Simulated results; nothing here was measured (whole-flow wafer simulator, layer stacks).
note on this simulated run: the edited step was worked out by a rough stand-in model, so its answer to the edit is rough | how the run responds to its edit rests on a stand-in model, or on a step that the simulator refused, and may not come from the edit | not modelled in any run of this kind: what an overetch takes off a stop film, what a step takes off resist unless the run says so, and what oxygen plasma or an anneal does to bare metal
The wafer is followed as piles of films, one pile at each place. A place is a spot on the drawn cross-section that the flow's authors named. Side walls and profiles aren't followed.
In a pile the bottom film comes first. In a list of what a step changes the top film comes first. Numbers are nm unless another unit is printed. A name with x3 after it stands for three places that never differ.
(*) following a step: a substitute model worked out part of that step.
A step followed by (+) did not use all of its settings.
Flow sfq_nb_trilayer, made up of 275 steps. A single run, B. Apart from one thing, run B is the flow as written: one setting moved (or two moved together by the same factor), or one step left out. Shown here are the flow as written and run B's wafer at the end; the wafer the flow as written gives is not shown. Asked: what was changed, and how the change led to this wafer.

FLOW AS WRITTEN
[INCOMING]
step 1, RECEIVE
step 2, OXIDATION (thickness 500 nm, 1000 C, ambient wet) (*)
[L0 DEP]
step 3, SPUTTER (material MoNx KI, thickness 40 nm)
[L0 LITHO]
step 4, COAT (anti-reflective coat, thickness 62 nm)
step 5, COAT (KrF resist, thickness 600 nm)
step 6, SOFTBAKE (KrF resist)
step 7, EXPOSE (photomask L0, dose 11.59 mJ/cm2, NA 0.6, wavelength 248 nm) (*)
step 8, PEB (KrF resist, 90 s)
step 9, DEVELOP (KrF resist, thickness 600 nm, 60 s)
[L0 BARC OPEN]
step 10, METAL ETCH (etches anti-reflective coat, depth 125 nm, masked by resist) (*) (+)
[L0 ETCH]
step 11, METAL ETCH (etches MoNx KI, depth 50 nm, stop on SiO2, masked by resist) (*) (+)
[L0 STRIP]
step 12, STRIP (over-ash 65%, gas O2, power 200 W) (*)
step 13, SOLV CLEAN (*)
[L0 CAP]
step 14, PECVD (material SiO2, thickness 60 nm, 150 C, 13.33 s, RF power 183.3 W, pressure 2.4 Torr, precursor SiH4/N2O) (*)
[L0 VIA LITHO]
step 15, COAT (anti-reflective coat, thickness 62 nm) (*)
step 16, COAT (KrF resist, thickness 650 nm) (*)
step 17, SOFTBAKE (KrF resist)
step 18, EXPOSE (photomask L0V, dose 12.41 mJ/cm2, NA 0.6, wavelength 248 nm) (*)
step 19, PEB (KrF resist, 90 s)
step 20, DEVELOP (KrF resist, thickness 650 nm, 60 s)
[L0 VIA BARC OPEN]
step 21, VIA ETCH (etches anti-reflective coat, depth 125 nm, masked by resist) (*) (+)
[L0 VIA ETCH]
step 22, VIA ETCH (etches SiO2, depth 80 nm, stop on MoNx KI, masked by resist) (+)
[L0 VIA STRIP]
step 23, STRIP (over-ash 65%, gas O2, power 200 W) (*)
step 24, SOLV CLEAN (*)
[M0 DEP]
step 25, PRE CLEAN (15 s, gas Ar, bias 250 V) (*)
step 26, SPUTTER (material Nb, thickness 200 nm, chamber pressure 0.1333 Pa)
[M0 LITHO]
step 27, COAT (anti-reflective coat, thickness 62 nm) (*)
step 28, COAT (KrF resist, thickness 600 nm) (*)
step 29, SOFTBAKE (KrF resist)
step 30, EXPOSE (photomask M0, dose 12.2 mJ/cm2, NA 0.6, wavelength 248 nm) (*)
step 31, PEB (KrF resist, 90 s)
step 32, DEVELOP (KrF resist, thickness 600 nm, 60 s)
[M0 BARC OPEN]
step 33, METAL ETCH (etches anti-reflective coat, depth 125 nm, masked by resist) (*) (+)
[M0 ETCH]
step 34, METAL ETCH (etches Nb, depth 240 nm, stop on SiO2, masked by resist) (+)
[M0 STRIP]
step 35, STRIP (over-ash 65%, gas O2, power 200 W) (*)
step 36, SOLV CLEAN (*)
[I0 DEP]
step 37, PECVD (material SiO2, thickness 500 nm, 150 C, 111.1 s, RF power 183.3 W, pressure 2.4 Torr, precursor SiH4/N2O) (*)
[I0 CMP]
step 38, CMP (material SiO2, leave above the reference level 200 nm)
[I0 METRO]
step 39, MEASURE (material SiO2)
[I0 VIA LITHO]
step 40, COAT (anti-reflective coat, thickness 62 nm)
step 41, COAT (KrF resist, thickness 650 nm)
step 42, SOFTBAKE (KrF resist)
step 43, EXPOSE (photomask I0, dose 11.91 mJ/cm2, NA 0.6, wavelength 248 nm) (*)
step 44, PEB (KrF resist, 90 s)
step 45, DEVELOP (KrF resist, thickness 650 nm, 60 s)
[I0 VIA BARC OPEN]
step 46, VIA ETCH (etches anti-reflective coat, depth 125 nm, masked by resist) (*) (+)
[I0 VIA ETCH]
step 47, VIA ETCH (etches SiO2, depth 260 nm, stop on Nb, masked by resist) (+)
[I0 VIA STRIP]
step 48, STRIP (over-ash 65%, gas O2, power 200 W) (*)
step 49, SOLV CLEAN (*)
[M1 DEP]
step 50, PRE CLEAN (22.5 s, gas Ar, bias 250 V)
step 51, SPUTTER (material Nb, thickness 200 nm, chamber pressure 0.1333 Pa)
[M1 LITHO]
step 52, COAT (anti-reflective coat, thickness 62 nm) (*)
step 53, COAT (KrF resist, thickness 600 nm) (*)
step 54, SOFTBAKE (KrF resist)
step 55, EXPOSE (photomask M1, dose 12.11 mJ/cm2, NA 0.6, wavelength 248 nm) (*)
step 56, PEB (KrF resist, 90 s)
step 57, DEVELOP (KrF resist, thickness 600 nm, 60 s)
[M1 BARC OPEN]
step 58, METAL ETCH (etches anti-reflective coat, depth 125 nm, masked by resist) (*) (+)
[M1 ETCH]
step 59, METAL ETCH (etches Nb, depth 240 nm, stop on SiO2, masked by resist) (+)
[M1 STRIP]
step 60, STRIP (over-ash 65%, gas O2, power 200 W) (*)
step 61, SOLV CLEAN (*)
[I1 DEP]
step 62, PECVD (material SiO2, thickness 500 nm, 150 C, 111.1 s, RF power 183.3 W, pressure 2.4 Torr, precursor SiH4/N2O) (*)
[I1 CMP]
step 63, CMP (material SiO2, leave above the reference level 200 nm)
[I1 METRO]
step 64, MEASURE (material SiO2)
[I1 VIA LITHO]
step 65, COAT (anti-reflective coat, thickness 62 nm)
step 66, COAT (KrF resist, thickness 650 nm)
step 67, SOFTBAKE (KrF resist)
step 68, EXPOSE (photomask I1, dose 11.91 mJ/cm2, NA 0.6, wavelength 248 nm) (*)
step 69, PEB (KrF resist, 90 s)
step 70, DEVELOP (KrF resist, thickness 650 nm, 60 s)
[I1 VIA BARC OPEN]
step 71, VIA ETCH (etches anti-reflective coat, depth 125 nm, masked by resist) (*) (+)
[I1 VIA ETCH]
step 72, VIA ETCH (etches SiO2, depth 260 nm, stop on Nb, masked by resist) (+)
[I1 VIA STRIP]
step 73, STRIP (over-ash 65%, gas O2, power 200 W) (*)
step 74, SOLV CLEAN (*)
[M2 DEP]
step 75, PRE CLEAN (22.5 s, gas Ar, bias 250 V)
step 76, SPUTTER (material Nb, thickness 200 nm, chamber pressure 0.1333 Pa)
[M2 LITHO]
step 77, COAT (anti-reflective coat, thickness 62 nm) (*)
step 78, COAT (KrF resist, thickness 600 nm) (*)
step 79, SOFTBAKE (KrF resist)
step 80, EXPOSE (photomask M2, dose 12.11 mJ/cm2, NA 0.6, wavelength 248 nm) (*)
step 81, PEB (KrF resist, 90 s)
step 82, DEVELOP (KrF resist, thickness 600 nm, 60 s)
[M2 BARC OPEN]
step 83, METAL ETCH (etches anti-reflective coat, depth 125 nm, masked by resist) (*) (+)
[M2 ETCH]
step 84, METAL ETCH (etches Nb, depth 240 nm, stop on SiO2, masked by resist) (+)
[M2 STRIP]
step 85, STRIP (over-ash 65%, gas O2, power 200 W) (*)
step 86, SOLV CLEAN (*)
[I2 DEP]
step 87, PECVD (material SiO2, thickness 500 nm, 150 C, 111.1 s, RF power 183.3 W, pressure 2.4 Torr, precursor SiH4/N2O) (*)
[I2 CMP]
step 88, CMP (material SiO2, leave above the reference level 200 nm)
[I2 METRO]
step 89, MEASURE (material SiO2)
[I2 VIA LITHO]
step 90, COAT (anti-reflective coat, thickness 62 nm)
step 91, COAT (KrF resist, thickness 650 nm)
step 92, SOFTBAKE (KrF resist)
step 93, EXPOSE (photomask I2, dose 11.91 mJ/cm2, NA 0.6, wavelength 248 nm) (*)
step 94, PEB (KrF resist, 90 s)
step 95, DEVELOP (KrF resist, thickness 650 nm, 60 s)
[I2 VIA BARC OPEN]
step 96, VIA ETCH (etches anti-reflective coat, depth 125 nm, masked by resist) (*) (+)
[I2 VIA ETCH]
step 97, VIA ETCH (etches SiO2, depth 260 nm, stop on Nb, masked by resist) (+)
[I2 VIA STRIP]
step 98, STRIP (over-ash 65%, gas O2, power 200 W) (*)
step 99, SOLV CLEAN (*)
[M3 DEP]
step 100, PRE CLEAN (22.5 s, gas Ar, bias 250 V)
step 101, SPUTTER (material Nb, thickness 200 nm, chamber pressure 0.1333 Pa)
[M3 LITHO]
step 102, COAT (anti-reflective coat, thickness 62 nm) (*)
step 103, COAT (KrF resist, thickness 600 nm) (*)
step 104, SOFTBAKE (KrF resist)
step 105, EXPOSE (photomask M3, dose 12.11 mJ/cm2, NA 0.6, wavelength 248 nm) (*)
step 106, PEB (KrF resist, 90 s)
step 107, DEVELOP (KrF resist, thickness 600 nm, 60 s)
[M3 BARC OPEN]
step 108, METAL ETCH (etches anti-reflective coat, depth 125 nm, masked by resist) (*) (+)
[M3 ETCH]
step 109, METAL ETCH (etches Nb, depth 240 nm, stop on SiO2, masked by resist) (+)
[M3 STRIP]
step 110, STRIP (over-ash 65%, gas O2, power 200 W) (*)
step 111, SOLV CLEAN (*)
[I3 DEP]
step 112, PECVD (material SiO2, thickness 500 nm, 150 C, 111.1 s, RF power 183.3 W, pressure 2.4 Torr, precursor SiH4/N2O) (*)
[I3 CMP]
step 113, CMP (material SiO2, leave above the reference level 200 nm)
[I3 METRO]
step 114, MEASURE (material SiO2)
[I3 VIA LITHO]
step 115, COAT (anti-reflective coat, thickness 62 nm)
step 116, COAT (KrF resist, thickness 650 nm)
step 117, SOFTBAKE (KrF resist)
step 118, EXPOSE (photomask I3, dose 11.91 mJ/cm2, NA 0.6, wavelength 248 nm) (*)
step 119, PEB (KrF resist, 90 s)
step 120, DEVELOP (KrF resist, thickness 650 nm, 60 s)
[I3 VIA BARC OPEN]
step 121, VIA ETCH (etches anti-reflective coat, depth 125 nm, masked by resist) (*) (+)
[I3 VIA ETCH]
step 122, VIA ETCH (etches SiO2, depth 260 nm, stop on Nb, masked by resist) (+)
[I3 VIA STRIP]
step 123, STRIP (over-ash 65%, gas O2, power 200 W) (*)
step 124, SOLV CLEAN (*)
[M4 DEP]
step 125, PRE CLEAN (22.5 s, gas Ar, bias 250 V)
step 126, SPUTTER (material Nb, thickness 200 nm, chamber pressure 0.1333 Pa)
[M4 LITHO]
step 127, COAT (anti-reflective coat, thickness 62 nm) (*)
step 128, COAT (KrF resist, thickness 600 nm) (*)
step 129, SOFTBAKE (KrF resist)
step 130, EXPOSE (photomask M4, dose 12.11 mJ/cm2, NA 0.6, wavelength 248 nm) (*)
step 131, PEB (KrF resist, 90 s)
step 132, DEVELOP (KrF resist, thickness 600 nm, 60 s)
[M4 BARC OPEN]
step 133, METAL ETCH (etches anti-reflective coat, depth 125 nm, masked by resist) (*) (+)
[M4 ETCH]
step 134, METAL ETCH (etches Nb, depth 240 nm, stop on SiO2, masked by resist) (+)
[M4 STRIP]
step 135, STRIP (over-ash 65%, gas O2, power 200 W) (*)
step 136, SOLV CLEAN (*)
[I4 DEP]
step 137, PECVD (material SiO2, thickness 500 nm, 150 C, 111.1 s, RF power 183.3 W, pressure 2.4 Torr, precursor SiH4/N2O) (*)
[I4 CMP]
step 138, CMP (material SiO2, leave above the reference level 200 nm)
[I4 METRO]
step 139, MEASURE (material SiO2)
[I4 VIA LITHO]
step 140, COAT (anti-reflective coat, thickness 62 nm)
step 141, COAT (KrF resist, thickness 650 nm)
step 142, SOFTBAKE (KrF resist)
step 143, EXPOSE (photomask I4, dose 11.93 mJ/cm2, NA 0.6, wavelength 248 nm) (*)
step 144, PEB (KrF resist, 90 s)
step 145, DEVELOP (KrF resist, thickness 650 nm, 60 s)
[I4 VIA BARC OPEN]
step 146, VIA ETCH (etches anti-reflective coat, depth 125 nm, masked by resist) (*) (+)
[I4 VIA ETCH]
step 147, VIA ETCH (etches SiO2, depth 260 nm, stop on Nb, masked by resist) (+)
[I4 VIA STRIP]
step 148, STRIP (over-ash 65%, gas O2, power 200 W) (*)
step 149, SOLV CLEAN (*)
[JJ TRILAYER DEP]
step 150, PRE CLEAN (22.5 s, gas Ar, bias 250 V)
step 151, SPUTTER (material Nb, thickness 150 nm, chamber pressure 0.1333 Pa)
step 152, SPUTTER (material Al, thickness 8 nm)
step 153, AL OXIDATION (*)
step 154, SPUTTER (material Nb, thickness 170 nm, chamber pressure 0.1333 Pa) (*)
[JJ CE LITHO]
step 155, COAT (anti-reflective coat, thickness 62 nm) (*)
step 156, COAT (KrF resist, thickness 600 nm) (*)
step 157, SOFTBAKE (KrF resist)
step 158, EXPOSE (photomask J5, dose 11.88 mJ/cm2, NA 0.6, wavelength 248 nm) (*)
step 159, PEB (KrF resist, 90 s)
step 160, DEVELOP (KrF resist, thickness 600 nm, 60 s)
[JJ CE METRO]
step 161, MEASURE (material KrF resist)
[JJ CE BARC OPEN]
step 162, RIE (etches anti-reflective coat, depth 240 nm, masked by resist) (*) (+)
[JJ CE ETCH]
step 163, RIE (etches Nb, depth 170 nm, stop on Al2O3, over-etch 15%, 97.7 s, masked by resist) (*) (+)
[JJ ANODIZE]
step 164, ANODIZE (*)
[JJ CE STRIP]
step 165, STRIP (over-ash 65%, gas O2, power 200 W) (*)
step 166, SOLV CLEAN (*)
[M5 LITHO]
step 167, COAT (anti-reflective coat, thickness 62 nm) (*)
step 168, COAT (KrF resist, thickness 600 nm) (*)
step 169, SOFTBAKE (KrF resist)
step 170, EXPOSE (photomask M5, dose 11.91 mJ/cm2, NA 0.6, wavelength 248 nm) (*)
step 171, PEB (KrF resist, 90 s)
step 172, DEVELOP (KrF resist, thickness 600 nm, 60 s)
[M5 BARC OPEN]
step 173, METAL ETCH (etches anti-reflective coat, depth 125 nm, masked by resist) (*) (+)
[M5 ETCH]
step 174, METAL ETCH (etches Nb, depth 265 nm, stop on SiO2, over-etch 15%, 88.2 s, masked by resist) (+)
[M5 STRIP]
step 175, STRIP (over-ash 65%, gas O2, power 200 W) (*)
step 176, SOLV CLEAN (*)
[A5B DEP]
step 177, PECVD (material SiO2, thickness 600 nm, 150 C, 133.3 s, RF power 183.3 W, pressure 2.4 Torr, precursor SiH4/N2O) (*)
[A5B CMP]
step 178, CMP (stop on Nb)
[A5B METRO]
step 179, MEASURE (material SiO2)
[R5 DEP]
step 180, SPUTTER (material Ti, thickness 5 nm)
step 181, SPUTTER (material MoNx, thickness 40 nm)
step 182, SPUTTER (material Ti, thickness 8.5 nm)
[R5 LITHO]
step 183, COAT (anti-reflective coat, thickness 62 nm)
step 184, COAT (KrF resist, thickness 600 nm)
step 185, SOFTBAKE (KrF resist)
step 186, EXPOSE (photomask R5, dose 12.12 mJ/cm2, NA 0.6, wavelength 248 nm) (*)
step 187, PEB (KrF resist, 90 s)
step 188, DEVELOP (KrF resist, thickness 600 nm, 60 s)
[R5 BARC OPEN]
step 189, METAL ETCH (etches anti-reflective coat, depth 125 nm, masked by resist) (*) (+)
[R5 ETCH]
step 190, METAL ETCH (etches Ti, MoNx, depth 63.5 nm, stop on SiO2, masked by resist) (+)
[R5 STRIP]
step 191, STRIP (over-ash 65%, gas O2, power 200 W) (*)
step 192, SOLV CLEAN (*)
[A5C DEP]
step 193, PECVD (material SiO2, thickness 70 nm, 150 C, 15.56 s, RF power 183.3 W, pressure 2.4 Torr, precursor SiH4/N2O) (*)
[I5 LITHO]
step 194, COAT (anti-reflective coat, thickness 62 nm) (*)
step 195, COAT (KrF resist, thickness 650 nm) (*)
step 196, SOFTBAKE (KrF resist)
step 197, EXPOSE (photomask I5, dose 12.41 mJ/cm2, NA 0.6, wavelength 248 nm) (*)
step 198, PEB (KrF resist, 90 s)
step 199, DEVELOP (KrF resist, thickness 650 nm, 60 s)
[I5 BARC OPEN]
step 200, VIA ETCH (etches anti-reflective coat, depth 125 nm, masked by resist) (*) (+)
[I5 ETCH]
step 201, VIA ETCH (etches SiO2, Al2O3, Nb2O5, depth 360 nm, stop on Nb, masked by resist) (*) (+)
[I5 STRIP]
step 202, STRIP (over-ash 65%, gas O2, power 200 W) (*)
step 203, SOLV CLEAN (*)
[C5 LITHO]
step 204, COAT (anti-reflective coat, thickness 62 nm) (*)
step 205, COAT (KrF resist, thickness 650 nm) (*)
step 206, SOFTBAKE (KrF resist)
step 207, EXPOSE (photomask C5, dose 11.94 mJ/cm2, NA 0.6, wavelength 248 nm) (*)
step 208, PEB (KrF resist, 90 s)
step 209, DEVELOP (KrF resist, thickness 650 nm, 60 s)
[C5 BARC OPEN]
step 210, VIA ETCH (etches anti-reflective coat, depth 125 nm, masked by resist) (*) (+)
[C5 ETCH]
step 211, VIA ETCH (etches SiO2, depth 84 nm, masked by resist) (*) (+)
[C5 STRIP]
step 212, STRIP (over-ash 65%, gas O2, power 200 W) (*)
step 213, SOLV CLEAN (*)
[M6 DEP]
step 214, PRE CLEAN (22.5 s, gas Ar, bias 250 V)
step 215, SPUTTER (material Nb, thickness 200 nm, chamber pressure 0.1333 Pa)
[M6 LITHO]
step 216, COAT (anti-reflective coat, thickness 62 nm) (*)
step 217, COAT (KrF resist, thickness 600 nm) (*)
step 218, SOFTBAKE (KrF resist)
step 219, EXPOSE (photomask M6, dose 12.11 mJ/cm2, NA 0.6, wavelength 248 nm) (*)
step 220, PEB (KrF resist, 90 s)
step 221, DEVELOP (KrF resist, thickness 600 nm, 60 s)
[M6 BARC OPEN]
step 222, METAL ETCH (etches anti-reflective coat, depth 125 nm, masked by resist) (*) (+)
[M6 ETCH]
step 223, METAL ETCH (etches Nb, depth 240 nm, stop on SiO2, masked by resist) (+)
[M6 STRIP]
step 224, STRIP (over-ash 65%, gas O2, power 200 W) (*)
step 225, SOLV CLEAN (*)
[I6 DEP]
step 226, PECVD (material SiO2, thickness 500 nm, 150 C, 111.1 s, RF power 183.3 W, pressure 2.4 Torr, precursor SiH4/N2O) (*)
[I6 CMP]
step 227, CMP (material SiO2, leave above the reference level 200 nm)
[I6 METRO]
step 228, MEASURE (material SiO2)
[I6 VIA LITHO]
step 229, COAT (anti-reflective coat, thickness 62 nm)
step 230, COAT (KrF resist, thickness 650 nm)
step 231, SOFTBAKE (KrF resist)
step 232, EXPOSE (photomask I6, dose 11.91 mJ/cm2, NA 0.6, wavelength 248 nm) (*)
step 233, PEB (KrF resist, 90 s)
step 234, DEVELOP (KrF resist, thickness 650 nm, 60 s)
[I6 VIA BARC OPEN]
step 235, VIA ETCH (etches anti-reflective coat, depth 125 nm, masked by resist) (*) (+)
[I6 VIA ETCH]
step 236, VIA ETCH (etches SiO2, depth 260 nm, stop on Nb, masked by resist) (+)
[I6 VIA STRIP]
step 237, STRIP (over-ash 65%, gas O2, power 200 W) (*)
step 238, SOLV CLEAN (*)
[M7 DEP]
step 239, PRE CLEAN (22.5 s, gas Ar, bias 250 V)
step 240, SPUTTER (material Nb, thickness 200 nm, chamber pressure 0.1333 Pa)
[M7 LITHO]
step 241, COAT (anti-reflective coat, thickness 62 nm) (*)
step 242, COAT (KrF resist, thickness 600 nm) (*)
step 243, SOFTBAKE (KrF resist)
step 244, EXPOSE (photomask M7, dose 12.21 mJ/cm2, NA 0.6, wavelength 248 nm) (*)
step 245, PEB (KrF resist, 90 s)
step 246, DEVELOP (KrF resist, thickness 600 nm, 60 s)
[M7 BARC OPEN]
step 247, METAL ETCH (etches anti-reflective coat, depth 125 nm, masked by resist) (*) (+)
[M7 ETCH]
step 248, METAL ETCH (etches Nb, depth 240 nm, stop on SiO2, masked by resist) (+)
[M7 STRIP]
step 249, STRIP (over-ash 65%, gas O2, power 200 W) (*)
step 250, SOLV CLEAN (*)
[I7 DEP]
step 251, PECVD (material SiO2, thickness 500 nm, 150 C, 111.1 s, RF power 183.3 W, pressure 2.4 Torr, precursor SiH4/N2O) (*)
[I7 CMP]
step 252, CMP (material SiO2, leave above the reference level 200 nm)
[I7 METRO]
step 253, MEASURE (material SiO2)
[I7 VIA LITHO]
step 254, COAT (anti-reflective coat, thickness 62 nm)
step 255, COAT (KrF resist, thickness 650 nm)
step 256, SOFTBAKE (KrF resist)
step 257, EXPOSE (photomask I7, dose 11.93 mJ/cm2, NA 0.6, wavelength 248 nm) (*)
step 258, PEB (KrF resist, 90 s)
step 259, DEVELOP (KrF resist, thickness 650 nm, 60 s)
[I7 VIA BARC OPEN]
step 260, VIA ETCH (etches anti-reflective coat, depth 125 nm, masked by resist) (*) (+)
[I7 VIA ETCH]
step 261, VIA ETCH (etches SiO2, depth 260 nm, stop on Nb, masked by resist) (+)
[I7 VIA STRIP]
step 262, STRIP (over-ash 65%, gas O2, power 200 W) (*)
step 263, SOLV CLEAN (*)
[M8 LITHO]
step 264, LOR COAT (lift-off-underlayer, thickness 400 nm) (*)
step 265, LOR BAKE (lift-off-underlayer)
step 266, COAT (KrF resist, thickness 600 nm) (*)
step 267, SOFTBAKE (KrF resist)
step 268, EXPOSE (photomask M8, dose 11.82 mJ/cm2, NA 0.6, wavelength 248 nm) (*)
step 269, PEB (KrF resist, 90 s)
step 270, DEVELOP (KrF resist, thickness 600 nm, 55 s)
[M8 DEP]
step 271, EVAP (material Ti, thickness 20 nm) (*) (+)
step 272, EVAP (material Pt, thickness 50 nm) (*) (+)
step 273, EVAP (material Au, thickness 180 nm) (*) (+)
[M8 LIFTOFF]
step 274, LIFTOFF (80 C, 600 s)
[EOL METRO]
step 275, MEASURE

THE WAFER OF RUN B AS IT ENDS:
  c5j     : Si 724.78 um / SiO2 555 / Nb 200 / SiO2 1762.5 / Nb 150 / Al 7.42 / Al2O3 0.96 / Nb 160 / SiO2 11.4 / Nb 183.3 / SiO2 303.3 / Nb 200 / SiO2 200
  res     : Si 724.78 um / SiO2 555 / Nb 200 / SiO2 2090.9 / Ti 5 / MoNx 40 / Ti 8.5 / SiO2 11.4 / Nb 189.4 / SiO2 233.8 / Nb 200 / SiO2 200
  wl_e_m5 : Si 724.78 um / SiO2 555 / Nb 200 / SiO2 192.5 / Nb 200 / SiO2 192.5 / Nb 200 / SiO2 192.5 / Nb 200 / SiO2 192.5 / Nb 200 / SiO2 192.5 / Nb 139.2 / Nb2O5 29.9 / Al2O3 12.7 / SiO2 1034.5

The reason: step 193, PECVD: thickness 103 nm was run, while the flow as written has thickness 70 nm; step 193, PECVD: 22.94 s was run, where the flow has 15.56 s.

How this came from the change, step by step:
  step 193, PECVD (material SiO2, thickness 70 nm, 150 C, 15.56 s, RF power 183.3 W, pressure 2.4 Torr, precursor SiH4/N2O) (*)
      field_l, v_sur, via_wl and 92 more: SiO2 gains 103 (as written it would have been: SiO2 gains 70)
      ce_l, c5j, ce_r and 8 more: SiO2 gains 103 (new film) (as written it would have been: SiO2 gains 70 (new film))
  step 201, VIA ETCH (etches SiO2, Al2O3, Nb2O5, depth 360 nm, stop on Nb, masked by resist) (*) (+)
      be: SiO2 loses 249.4 (all of it), Al2O3 loses 12.7 (all of it), Nb2O5 loses 29.9 (all of it) (as written it would have been: SiO2 loses 216.4 (all of it), Al2O3 loses 12.7 (all of it), Nb2O5 loses 29.9 (all of it))
  step 204, COAT (anti-reflective coat, thickness 62 nm) (*)
      be: anti-reflective coat gains 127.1 (new film) (as written it would have been: anti-reflective coat gains 122.2 (new film))
      be_sur: anti-reflective coat gains 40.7 (new film) (as written it would have been: anti-reflective coat gains 41.8 (new film))
  step 205, COAT (KrF resist, thickness 650 nm) (*)
      be: KrF resist gains 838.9 (new film) (as written it would have been: KrF resist gains 815.3 (new film))
  step 211, VIA ETCH (etches SiO2, depth 84 nm, masked by resist) (*) (+)
      c5j: SiO2 loses 84 (as written it would have been: SiO2 loses 69.9 (all of it), Nb loses 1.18)
      res: SiO2 loses 84 (as written it would have been: SiO2 loses 69.9 (all of it))
  step 212, STRIP (over-ash 65%, gas O2, power 200 W) (*)
      be: KrF resist loses 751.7 (all of it), anti-reflective coat loses 127.1 (all of it) (as written it would have been: KrF resist loses 728.2 (all of it), anti-reflective coat loses 122.2 (all of it))
      be_sur: KrF resist loses 557.7 (all of it), anti-reflective coat loses 40.7 (all of it) (as written it would have been: KrF resist loses 559.6 (all of it), anti-reflective coat loses 41.8 (all of it))
  step 214, PRE CLEAN (22.5 s, gas Ar, bias 250 V)
      c5j: SiO2 loses 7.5 (as written it would have been: Nb loses 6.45)
      res: SiO2 loses 7.5 (as written it would have been: Ti loses 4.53)
  step 215, SPUTTER (material Nb, thickness 200 nm, chamber pressure 0.1333 Pa)
      c5j: Nb gains 183.3 (new film) (as written it would have been: Nb gains 188.4)
      be: Nb gains 140 (as written it would have been: Nb gains 147.3)
  step 216, COAT (anti-reflective coat, thickness 62 nm) (*)
      wire: anti-reflective coat gains 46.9 (new film) (as written it would have been: anti-reflective coat gains 48.3 (new film))
      be: anti-reflective coat gains 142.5 (new film) (as written it would have been: anti-reflective coat gains 136.7 (new film))
      (and at 6 other places as well)
  step 217, COAT (KrF resist, thickness 600 nm) (*)
      be: KrF resist gains 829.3 (new film) (as written it would have been: KrF resist gains 793.9 (new film))
  step 224, STRIP (over-ash 65%, gas O2, power 200 W) (*)
      wire: KrF resist loses 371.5 (all of it), anti-reflective coat loses 46.9 (all of it) (as written it would have been: KrF resist loses 369.8 (all of it), anti-reflective coat loses 48.3 (all of it))
      be: KrF resist loses 611.1 (all of it), anti-reflective coat loses 142.5 (all of it) (as written it would have been: KrF resist loses 575.8 (all of it), anti-reflective coat loses 136.7 (all of it))
      (and at 6 other places as well)
  step 226, PECVD (material SiO2, thickness 500 nm, 150 C, 111.1 s, RF power 183.3 W, pressure 2.4 Torr, precursor SiH4/N2O) (*)
      be: SiO2 gains 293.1 (new film), void gains 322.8 (new film), SiO2 gains 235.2 (new film) (as written it would have been: SiO2 gains 693.5 (new film))
      c5j: SiO2 gains 533.8 (new film) (as written it would have been: SiO2 gains 514.7 (new film))
  step 227, CMP (material SiO2, leave above the reference level 200 nm)
      be: SiO2 loses 293.1 (all of it), void loses 322.8 (all of it) (as written it would have been: SiO2 loses 182.7)
      res: SiO2 loses 258.7 (as written it would have been: SiO2 loses 279.4)
  step 229, COAT (anti-reflective coat, thickness 62 nm)
      via_v, gap: anti-reflective coat gains 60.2 (new film) (as written it would have been: anti-reflective coat gains 62 (new film))
      via_sp: anti-reflective coat gains 60.6 (new film) (as written it would have been: anti-reflective coat gains 62 (new film))
      (and at 5 other places as well)
  step 230, COAT (KrF resist, thickness 650 nm)
      be: KrF resist gains 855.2 (new film) (as written it would have been: KrF resist gains 650 (new film))
      gap: KrF resist gains 636.3 (new film) (as written it would have been: KrF resist gains 650 (new film))
  step 233, PEB (KrF resist, 90 s)
      be: KrF resist loses 1.9 (as written it would have been: KrF resist loses 1.38)
  ... another 15 steps ...
  step 274, LIFTOFF (80 C, 600 s)
      be: Au loses 180 (all of it), Pt loses 50 (all of it), Ti loses 20 (all of it), KrF resist loses 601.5 (all of it), lift-off-underlayer loses 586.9 (all of it) (as written it would have been: Au loses 180 (all of it), Pt loses 50 (all of it), Ti loses 20 (all of it), KrF resist loses 572.1 (all of it), lift-off-underlayer loses 398.5 (all of it))
      be_sur: Au loses 180 (all of it), Pt loses 50 (all of it), Ti loses 20 (all of it), KrF resist loses 583.1 (all of it), lift-off-underlayer loses 375.4 (all of it) (as written it would have been: Au loses 180 (all of it), Pt loses 50 (all of it), Ti loses 20 (all of it), KrF resist loses 572.6 (all of it), lift-off-underlayer loses 398.9 (all of it))
With metal films that touch counted as one body, c5j has 5 bodies (between them, from the top down: SiO2 303.3; SiO2 11.4; Al2O3 0.96; SiO2 1762.5); the flow as written gives 4 bodies (between them, from the top down: SiO2 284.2; Al2O3 0.96; SiO2 1762.5).
With metal films that touch counted as one body, res has 4 bodies (between them, from the top down: SiO2 233.8; SiO2 11.4; SiO2 2090.9); the flow as written gives 3 bodies (between them, from the top down: SiO2 213.1; SiO2 2090.9).
